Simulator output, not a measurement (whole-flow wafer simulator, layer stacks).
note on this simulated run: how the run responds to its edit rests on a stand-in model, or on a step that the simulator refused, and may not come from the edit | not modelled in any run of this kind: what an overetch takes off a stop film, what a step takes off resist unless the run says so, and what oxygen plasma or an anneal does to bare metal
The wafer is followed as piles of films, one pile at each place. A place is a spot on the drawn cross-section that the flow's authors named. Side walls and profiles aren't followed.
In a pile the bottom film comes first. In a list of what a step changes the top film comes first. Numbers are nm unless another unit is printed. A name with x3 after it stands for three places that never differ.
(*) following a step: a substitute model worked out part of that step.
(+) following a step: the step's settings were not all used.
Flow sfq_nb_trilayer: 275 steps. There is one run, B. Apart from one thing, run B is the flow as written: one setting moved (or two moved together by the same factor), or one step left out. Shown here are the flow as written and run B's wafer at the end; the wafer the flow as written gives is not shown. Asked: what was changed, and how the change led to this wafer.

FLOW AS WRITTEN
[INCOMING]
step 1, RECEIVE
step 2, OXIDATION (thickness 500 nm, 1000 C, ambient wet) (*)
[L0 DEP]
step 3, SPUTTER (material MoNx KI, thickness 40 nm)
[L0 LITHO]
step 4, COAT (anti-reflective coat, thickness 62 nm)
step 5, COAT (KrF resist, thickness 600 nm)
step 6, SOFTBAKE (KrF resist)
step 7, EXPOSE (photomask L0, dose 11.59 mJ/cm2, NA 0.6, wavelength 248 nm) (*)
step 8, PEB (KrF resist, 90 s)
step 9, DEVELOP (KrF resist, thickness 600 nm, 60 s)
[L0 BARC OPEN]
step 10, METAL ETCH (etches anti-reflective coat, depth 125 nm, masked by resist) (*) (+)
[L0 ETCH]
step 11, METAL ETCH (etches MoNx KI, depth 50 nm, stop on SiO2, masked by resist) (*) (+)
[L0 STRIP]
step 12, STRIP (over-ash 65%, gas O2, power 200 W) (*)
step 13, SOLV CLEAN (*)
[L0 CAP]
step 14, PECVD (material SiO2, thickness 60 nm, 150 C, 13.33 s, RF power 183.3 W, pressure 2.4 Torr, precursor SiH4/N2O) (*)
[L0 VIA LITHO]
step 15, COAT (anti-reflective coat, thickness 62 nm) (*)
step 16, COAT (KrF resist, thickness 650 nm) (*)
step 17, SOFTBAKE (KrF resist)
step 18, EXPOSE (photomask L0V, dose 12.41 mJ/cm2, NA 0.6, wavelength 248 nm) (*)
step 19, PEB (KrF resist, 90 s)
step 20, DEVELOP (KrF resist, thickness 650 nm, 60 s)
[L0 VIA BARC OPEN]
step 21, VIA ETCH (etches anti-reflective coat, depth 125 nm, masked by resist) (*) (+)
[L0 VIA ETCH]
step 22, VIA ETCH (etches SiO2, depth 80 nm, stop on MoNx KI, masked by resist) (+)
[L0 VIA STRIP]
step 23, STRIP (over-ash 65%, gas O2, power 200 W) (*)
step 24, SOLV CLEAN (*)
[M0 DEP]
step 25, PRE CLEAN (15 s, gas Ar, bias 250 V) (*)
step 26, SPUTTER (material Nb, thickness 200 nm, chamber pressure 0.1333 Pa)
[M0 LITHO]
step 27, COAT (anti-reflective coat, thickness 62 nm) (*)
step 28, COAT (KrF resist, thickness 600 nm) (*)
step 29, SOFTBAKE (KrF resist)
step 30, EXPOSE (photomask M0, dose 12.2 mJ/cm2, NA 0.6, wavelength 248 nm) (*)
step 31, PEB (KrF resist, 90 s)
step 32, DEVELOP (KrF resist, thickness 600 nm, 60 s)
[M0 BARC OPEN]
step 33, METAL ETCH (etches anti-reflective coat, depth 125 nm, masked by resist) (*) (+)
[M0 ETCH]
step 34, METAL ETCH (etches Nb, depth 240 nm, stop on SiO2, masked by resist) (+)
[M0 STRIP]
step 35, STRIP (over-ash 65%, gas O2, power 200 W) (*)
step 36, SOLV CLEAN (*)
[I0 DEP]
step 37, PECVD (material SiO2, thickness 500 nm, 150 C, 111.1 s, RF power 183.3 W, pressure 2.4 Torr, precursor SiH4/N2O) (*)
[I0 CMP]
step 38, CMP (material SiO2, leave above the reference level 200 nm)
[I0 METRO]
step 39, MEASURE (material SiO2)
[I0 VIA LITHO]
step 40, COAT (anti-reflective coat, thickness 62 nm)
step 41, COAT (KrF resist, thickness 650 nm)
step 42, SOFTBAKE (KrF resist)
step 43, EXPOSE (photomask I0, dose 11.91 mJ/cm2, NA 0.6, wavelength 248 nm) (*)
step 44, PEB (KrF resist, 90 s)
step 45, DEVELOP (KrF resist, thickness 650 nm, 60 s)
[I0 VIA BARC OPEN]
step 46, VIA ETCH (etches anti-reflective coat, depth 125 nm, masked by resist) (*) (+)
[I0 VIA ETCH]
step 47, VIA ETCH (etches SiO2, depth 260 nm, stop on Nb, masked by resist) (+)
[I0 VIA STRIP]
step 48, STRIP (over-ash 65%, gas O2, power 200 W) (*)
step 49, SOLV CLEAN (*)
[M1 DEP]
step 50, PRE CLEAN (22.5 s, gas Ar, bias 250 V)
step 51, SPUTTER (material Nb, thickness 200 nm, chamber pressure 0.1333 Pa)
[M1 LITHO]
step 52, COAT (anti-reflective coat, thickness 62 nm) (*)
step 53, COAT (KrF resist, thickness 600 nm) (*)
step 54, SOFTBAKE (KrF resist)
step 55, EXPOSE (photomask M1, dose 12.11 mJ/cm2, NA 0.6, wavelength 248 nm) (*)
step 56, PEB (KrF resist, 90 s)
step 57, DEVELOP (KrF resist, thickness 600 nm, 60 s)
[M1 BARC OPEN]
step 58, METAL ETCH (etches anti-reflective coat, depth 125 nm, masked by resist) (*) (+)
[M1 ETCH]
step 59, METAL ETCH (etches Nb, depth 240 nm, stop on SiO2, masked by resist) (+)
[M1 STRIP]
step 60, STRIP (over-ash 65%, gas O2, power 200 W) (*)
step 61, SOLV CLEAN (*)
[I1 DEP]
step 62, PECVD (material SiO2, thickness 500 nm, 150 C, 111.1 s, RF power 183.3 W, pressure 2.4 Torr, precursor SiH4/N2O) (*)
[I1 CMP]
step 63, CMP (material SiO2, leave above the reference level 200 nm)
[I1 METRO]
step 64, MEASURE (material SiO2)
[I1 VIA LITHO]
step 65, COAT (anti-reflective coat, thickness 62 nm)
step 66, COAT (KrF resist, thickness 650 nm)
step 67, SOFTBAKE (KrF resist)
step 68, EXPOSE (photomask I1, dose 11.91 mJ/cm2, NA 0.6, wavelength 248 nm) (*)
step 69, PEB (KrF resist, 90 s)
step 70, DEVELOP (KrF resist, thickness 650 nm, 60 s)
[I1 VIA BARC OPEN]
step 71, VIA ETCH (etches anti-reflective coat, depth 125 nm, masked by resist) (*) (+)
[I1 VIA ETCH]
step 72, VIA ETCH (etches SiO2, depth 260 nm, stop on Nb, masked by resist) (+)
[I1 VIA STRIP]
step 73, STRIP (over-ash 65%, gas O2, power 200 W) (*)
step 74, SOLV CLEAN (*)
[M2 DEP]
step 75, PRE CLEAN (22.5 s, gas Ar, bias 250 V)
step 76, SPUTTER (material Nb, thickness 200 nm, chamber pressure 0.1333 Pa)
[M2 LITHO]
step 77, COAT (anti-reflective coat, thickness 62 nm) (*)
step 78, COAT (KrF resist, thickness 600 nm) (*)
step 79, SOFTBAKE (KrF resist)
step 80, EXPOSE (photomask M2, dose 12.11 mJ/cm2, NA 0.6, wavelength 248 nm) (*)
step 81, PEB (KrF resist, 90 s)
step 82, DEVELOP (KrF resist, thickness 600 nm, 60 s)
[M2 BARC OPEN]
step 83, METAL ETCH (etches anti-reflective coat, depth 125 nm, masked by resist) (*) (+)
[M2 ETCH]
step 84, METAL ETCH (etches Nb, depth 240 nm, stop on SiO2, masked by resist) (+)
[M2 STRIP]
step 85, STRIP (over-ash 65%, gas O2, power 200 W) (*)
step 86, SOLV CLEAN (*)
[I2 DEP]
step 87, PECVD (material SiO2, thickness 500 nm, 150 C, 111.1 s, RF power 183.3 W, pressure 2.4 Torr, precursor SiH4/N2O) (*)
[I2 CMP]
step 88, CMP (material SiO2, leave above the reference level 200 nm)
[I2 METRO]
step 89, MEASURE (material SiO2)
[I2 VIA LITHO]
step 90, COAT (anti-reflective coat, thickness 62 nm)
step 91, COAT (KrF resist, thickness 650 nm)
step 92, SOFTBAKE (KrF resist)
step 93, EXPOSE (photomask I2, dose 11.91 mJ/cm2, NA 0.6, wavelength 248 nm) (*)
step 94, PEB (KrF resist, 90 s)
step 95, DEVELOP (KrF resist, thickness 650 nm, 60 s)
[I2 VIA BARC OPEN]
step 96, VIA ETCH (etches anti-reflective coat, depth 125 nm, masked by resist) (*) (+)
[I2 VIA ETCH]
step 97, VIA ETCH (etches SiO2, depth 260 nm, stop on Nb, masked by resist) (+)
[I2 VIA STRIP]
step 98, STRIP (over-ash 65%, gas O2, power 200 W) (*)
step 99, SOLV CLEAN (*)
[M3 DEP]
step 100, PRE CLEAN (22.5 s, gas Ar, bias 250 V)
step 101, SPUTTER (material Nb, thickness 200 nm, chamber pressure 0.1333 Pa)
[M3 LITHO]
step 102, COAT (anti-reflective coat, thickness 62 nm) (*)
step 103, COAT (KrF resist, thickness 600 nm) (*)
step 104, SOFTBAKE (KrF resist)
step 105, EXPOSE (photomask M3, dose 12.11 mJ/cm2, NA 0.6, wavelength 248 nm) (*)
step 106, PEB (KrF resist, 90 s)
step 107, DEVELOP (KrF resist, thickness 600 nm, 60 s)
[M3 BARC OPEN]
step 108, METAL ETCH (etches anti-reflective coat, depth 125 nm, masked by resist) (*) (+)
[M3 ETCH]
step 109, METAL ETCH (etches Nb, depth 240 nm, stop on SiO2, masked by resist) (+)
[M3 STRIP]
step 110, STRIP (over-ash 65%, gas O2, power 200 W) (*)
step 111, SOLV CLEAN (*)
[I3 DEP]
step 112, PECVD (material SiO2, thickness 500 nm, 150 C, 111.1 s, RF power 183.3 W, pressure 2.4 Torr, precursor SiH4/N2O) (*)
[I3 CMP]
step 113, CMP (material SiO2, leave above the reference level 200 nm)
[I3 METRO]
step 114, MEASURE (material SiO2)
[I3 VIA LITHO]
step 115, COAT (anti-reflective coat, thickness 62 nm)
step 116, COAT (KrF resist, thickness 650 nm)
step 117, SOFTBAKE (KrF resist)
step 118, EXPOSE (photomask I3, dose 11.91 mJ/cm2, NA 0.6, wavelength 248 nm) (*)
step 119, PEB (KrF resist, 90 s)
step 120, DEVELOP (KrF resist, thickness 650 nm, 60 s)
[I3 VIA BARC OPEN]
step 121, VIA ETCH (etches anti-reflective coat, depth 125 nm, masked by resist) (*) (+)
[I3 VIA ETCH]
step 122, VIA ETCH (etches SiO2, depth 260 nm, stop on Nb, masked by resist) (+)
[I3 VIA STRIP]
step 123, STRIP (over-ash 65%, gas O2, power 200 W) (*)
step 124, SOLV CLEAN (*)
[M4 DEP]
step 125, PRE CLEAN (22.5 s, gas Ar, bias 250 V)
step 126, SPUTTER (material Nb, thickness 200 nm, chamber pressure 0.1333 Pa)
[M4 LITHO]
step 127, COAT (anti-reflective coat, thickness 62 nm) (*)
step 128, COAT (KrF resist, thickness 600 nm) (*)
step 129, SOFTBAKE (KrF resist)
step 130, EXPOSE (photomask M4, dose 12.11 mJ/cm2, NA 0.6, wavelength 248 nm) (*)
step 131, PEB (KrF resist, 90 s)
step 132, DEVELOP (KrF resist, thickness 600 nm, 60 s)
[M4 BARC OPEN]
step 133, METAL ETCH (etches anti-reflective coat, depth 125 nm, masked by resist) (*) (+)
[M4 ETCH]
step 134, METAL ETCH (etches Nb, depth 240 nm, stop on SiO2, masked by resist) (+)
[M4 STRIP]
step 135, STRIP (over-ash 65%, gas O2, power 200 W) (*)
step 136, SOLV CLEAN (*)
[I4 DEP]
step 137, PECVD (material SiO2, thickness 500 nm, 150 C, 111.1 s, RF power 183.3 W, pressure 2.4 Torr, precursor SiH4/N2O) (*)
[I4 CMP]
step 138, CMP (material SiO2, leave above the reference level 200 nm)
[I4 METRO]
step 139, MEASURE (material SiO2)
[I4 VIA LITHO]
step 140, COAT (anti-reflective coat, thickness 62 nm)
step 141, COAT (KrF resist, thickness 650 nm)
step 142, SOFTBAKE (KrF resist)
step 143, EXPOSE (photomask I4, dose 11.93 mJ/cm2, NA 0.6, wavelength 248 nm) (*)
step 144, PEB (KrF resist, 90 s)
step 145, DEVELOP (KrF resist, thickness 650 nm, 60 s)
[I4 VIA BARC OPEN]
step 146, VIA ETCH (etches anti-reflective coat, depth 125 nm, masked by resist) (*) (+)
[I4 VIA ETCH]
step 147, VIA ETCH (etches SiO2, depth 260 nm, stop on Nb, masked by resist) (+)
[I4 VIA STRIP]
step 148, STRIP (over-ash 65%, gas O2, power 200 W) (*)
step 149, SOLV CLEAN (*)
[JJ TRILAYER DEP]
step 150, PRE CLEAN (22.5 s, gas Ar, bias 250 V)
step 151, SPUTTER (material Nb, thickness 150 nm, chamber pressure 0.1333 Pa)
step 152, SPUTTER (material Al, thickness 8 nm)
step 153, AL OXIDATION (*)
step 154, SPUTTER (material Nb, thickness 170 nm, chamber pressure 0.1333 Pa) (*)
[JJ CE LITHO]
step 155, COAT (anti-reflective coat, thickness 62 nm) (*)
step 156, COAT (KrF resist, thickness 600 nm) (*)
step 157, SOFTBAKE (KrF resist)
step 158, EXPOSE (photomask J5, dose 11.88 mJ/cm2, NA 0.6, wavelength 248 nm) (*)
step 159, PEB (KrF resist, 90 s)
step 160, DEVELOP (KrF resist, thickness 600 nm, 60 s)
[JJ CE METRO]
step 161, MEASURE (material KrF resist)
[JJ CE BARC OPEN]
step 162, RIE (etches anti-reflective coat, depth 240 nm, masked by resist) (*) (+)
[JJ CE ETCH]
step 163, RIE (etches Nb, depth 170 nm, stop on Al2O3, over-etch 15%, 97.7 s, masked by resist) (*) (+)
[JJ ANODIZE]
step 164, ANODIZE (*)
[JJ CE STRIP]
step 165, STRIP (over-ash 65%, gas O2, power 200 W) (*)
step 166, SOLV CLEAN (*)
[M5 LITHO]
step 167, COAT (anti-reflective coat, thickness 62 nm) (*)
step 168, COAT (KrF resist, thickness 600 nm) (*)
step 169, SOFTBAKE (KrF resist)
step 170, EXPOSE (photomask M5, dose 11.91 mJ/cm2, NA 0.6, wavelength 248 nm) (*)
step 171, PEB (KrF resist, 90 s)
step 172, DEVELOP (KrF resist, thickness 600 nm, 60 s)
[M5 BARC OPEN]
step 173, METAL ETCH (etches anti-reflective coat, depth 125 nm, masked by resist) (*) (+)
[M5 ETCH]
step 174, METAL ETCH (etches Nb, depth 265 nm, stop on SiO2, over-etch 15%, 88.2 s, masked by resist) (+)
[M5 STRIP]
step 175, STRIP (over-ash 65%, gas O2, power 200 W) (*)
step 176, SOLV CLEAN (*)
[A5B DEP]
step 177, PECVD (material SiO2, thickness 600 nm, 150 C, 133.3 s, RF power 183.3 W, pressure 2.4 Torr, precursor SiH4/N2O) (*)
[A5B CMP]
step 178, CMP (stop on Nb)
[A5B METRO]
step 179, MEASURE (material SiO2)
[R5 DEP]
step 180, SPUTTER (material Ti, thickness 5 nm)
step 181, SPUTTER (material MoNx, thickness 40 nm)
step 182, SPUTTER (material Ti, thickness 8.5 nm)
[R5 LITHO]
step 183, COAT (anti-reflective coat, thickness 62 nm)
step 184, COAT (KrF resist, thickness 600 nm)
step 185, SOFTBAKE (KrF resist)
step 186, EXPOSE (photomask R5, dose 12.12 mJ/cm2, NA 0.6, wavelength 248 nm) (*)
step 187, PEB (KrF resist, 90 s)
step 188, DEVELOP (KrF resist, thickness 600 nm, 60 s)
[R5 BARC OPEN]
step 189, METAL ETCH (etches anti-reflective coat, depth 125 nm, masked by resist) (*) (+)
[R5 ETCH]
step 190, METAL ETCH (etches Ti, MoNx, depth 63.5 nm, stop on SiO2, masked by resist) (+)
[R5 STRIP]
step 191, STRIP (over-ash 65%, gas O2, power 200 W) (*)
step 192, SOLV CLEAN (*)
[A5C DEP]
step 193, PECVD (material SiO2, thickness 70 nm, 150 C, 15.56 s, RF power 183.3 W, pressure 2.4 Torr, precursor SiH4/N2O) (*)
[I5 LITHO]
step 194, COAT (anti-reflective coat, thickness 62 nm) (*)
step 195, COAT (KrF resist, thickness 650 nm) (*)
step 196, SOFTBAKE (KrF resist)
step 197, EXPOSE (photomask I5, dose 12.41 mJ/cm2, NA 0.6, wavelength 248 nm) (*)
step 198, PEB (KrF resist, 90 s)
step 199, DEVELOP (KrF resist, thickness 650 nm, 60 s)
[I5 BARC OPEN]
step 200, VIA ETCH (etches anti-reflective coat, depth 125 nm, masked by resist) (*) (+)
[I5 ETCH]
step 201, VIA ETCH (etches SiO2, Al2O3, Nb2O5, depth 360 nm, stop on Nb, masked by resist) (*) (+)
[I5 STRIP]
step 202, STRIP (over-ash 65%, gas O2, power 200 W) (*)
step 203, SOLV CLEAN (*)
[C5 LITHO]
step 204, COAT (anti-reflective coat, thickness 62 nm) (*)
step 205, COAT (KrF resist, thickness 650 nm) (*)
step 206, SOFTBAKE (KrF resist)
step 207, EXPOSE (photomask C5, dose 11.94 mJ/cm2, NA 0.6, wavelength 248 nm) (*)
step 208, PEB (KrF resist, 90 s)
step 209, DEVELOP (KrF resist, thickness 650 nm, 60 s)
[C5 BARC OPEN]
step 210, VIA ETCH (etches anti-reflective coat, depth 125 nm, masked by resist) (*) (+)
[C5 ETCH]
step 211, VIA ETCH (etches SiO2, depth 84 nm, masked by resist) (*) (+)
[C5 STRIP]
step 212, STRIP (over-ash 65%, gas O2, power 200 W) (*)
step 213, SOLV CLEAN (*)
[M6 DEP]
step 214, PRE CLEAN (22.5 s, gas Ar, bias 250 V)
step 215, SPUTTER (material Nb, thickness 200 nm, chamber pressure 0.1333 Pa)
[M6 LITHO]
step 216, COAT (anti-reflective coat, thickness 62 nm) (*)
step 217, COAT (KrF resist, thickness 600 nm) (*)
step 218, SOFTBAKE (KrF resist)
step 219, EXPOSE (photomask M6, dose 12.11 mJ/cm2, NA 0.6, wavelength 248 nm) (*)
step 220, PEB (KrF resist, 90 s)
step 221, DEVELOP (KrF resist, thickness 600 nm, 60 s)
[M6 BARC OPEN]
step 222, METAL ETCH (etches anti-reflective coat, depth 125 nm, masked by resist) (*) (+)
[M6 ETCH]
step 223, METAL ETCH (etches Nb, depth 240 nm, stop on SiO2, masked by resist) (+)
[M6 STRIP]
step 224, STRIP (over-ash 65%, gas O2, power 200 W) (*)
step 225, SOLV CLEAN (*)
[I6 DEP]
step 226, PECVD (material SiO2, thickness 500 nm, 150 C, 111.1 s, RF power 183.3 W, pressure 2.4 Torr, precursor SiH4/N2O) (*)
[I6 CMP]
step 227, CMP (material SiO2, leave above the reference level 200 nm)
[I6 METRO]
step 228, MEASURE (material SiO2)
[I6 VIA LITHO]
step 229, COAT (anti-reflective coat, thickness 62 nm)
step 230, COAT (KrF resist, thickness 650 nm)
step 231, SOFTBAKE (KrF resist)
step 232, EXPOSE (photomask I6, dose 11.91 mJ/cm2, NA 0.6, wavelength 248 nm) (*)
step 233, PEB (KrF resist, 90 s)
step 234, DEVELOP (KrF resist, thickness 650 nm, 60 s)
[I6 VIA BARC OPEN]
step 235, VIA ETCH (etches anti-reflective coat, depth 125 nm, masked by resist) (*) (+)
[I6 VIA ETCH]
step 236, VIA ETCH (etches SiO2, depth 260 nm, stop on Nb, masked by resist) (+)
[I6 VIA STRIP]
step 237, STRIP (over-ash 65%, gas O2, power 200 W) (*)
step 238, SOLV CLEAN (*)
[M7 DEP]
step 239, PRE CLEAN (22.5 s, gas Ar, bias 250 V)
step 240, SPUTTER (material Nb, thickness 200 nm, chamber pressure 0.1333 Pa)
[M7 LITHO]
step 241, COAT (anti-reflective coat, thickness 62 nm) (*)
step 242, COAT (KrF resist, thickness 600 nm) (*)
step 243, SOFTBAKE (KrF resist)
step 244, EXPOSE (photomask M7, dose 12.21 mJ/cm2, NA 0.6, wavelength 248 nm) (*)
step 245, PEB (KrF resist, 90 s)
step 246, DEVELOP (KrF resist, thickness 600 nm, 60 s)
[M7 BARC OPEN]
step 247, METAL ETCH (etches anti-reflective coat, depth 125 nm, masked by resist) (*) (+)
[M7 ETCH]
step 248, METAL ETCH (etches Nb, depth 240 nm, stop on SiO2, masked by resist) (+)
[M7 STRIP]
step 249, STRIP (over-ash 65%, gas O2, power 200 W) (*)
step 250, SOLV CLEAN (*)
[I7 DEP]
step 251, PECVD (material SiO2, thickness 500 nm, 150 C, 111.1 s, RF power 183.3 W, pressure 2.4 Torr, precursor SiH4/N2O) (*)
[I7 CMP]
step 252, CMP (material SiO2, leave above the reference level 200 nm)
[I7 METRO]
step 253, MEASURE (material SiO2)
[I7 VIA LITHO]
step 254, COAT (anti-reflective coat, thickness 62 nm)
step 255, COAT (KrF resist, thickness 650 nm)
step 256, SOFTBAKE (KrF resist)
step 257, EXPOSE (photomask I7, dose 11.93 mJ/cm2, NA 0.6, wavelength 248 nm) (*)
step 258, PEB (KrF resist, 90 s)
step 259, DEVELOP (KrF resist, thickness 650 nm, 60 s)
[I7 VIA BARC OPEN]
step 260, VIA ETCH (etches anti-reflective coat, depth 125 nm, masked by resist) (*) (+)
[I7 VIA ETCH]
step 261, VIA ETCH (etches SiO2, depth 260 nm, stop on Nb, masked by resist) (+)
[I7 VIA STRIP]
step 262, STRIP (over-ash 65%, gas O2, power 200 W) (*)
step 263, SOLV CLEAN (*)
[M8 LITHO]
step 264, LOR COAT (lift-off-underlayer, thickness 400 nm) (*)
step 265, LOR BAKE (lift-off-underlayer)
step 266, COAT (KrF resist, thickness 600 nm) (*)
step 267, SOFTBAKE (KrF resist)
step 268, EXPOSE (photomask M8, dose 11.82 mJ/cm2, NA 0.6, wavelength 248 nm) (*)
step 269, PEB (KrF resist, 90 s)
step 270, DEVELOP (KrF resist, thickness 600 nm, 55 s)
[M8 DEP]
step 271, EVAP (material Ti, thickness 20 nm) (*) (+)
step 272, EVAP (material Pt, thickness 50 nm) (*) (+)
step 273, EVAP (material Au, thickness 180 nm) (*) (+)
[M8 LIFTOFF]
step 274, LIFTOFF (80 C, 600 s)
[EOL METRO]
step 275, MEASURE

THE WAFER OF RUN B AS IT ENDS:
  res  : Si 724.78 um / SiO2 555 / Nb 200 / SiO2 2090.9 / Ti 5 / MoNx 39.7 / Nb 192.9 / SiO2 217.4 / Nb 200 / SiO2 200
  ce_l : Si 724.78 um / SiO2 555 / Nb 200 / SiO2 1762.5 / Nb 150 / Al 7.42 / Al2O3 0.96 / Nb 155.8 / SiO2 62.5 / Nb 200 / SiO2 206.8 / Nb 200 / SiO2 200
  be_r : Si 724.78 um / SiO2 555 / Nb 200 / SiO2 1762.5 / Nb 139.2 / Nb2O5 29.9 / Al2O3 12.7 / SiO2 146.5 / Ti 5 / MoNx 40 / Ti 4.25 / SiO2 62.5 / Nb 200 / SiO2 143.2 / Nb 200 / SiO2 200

The reason: step 182, SPUTTER: thickness 4.25 nm was run, while the flow as written has thickness 8.5 nm.
The wafer lets one read it off: be_r has Ti 4.25, and step 182 as written asks for 8.5 nm.

The path from the change to this, step by step:
  step 182, SPUTTER (material Ti, thickness 8.5 nm)
      field_l, v_sur, via_wl and 103 more: +4.25 Ti (new film) (in the flow as written it would be: +8.5 Ti (new film))
  step 190, METAL ETCH (etches Ti, MoNx, depth 63.5 nm, stop on SiO2, masked by resist) (+)
      field_l, v_sur, via_wl and 92 more: -4.25 Ti (all of it), -40 MoNx (all of it), -5 Ti (all of it) (in the flow as written it would be: -8.5 Ti (all of it), -40 MoNx (all of it), -5 Ti (all of it))
      ce_l, c5j, ce_r, wl_jj: -4.25 Ti (all of it), -40 MoNx (all of it), -5 Ti (all of it), -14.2 Nb (in the flow as written it would be: -8.5 Ti (all of it), -40 MoNx (all of it), -5 Ti (all of it), -10 Nb)
  step 194, COAT (anti-reflective coat, thickness 62 nm) (*)
      r5r_spacepad_l, r5r_spacepad_r: +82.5 anti-reflective coat (new film) (in the flow as written it would be: +84.4 anti-reflective coat (new film))
      ce_l: +69.1 anti-reflective coat (new film) (in the flow as written it would be: +67.2 anti-reflective coat (new film))
      (and at 2 other places as well)
  step 202, STRIP (over-ash 65%, gas O2, power 200 W) (*)
      r5r_spacepad_l, r5r_spacepad_r: -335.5 KrF resist (all of it), -82.5 anti-reflective coat (all of it) (in the flow as written it would be: -335.6 KrF resist (all of it), -84.4 anti-reflective coat (all of it))
      ce_l: -342.6 KrF resist (all of it), -69.1 anti-reflective coat (all of it) (in the flow as written it would be: -341.5 KrF resist (all of it), -67.2 anti-reflective coat (all of it))
      (and at 2 other places as well)
  step 204, COAT (anti-reflective coat, thickness 62 nm) (*)
      r5r_spacepad_l, r5r_spacepad_r: +82.5 anti-reflective coat (new film) (in the flow as written it would be: +84.4 anti-reflective coat (new film))
      ce_l: +67.9 anti-reflective coat (new film) (in the flow as written it would be: +66 anti-reflective coat (new film))
      (and at 2 other places as well)
  step 212, STRIP (over-ash 65%, gas O2, power 200 W) (*)
      r5r_spacepad_l, r5r_spacepad_r: -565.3 KrF resist (all of it), -82.5 anti-reflective coat (all of it) (in the flow as written it would be: -565.8 KrF resist (all of it), -84.4 anti-reflective coat (all of it))
      ce_l: -568.2 KrF resist (all of it), -67.9 anti-reflective coat (all of it) (in the flow as written it would be: -567.4 KrF resist (all of it), -66 anti-reflective coat (all of it))
      (and at 2 other places as well)
  step 214, PRE CLEAN (22.5 s, gas Ar, bias 250 V)
      res: -4.25 Ti (all of it), -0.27 MoNx (in the flow as written it would be: -4.53 Ti)
  step 216, COAT (anti-reflective coat, thickness 62 nm) (*)
      r5r_spacepad_l, r5r_spacepad_r: +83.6 anti-reflective coat (new film) (in the flow as written it would be: +85.7 anti-reflective coat (new film))
      ce_l: +49.3 anti-reflective coat (new film) (in the flow as written it would be: +48 anti-reflective coat (new film))
      (and at 2 other places as well)
  step 222, METAL ETCH (etches anti-reflective coat, depth 125 nm, masked by resist) (*) (+)
      r5r_spacepad_l, r5r_spacepad_r: -83.6 anti-reflective coat (all of it) (in the flow as written it would be: -85.7 anti-reflective coat (all of it))
  step 224, STRIP (over-ash 65%, gas O2, power 200 W) (*)
      ce_l: -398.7 KrF resist (all of it), -49.3 anti-reflective coat (all of it) (in the flow as written it would be: -397.1 KrF resist (all of it), -48 anti-reflective coat (all of it))
      ce_r: -404.7 KrF resist (all of it), -50 anti-reflective coat (all of it) (in the flow as written it would be: -403.5 KrF resist (all of it), -48.8 anti-reflective coat (all of it))
      (and at 1 other place as well)
  step 227, CMP (material SiO2, leave above the reference level 200 nm)
      r5r_line_l, r5r_line_c, r5r_line_r: -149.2 SiO2 (in the flow as written it would be: -153.5 SiO2)
      r5r_spacepad_l, r5r_spacepad_r: -146.7 SiO2 (in the flow as written it would be: -153.5 SiO2)
